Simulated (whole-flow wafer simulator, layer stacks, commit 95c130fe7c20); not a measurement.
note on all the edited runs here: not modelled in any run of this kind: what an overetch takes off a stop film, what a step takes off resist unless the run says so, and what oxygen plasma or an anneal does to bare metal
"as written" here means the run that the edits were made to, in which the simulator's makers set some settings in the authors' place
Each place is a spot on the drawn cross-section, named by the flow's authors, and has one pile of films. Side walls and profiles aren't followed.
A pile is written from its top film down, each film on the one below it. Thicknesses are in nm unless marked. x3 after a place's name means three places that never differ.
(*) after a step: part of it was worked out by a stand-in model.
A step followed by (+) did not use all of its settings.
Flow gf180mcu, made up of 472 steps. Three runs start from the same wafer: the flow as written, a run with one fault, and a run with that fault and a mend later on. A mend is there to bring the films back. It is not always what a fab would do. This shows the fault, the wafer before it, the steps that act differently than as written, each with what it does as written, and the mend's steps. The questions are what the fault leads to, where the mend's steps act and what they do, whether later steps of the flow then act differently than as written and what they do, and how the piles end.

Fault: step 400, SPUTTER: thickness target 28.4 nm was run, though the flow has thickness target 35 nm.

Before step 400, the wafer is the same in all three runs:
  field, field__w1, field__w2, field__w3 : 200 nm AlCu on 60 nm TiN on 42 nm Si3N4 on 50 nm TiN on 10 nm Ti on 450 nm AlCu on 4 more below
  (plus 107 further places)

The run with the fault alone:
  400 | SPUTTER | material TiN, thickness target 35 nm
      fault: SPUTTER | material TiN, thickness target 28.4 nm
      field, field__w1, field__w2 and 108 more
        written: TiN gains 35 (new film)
        fault: TiN gains 28.4 (new film)
  Steps later in the flow that act otherwise than as written (not shown: 9 more steps that differ only slightly, by at most 2% or 0.5 nm, whichever is larger):
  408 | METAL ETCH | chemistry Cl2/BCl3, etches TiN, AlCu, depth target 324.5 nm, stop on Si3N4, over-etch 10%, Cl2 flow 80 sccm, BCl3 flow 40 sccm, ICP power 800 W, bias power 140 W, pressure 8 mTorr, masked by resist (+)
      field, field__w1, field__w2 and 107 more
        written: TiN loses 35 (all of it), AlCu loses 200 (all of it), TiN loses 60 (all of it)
        fault: TiN loses 28.4 (all of it), AlCu loses 200 (all of it), TiN loses 60 (all of it)
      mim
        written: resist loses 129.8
        fault: resist loses 126.9
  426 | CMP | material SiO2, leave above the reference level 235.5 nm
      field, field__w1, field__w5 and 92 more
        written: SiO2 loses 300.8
        fault: SiO2 loses 307.4
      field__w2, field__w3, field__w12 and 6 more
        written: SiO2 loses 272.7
        fault: SiO2 loses 279.3
  At mim, the piles at the end differ from the flow's by more than 2% or 0.5 nm, whichever is larger.
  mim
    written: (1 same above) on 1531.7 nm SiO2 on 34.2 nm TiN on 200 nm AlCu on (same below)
    fault: (1 same above) on 1531.7 nm SiO2 on 27.6 nm TiN on 200 nm AlCu on (same below)

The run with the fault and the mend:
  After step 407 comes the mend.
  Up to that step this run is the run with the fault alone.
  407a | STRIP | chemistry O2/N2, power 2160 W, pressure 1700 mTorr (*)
      mim
        resist loses 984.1 (all of it)
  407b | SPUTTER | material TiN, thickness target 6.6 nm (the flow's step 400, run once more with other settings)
      field, field__w1, field__w2 and 108 more
        TiN gains 6.6
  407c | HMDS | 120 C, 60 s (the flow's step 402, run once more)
      leaves every film unchanged at each place that is followed
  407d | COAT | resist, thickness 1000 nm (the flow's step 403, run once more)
      field, field__w1, field__w2 and 108 more
        resist gains 1000 (new film)
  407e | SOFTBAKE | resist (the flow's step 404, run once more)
      leaves every film unchanged at each place that is followed
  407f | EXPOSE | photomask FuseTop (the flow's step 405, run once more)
      leaves every film unchanged at each place that is followed
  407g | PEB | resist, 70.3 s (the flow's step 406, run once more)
      field, field__w1, field__w2 and 108 more
        resist loses 15.9
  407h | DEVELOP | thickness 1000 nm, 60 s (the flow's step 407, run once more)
      field, field__w1, field__w2 and 107 more
        resist loses 984.1 (all of it)
  Later steps of the flow that are run all act as written at every place that is followed.
  The piles end the same as the flow's at every place that both follow.
